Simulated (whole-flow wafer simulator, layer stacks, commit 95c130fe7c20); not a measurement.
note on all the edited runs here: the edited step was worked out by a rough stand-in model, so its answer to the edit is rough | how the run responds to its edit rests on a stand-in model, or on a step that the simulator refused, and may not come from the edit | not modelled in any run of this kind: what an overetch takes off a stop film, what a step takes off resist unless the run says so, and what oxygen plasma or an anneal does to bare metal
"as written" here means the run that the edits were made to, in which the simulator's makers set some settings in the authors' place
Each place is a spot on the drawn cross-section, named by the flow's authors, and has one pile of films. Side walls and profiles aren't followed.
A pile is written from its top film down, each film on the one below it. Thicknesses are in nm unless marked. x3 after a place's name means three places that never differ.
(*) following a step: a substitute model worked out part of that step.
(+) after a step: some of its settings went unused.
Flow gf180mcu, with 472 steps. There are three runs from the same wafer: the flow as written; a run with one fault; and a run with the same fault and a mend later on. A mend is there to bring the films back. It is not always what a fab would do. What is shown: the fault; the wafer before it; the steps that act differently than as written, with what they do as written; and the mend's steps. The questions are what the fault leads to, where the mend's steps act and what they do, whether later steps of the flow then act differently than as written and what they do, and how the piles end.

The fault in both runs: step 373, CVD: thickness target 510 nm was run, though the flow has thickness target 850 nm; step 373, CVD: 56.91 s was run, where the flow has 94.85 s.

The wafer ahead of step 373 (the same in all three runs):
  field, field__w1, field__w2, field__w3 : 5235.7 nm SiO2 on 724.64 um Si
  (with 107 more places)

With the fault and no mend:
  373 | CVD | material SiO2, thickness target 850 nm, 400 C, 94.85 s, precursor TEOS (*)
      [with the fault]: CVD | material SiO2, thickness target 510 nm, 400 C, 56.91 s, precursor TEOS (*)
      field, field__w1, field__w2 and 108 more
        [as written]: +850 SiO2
        [with the fault]: +517.3 SiO2
  Steps further on in the flow that do not act as written (not shown: 7 more steps that differ only slightly, by at most 2% or 0.5 nm, whichever is larger):
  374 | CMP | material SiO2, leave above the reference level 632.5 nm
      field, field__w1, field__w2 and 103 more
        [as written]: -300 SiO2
        [with the fault]: nothing
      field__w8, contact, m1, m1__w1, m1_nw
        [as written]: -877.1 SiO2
        [with the fault]: -544.4 SiO2
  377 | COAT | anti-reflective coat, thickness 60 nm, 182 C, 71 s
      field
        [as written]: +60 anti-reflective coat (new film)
        [with the fault]: +72.8 anti-reflective coat (new film)
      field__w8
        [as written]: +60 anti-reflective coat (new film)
        [with the fault]: +41.3 anti-reflective coat (new film)
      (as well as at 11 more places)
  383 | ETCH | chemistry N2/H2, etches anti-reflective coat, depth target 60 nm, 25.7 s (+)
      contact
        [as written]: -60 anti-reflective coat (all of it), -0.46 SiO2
        [with the fault]: -41.6 anti-reflective coat (all of it), -0.93 SiO2
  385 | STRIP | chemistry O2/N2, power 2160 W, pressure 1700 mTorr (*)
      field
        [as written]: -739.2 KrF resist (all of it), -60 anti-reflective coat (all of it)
        [with the fault]: -732.6 KrF resist (all of it), -72.8 anti-reflective coat (all of it)
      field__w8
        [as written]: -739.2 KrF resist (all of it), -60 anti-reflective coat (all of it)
        [with the fault]: -736.1 KrF resist (all of it), -41.3 anti-reflective coat (all of it)
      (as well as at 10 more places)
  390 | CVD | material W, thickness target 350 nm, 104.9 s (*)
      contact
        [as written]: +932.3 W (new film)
        [with the fault]: +899.3 W (new film)
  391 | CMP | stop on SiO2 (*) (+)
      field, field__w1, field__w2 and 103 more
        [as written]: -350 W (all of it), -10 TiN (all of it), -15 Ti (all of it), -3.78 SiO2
        [with the fault]: -350 W (all of it), -10 TiN (all of it), -2.32 Ti
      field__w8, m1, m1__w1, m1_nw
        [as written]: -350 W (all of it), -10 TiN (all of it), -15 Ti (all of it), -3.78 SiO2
        [with the fault]: -350 W (all of it), -10 TiN (all of it), -15 Ti (all of it), -20 SiO2
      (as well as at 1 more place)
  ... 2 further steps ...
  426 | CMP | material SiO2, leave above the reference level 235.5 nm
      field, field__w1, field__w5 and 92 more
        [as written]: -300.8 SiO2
        [with the fault]: -288.2 SiO2
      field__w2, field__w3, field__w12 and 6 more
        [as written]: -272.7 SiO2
        [with the fault]: -259.4 SiO2
  The piles end different from the flow's at field__w4, field__w8, contact, m1, m1__w1, mim, mim_1p0, m1_nw by more than 2% or 0.5 nm, whichever is larger.
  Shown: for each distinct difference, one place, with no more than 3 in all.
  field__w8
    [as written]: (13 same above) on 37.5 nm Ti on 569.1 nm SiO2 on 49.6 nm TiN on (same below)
    [with the fault]: (13 same above) on 37.5 nm Ti on 552.9 nm SiO2 on 49.6 nm TiN on (same below)
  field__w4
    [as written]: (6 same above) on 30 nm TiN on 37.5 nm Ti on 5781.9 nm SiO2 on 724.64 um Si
    [with the fault]: (6 same above) on 30 nm TiN on 50.2 nm Ti on 5753 nm SiO2 on 724.64 um Si
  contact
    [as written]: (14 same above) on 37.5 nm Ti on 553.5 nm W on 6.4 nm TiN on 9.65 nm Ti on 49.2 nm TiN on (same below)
    [with the fault]: (14 same above) on 37.5 nm Ti on 537 nm W on 6.53 nm TiN on 9.84 nm Ti on 49.2 nm TiN on (same below)

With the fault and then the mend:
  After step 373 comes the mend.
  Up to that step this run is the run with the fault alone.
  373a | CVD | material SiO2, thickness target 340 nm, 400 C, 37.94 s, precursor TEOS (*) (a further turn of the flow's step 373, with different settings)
      field, field__w1, field__w2 and 108 more
        +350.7 SiO2
  Steps further on in the flow that do not act as written:
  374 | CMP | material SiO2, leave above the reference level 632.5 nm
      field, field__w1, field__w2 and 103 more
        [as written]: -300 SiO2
        [with the mend]: -318 SiO2
  At every place that both follow, the piles at the end match the flow's.
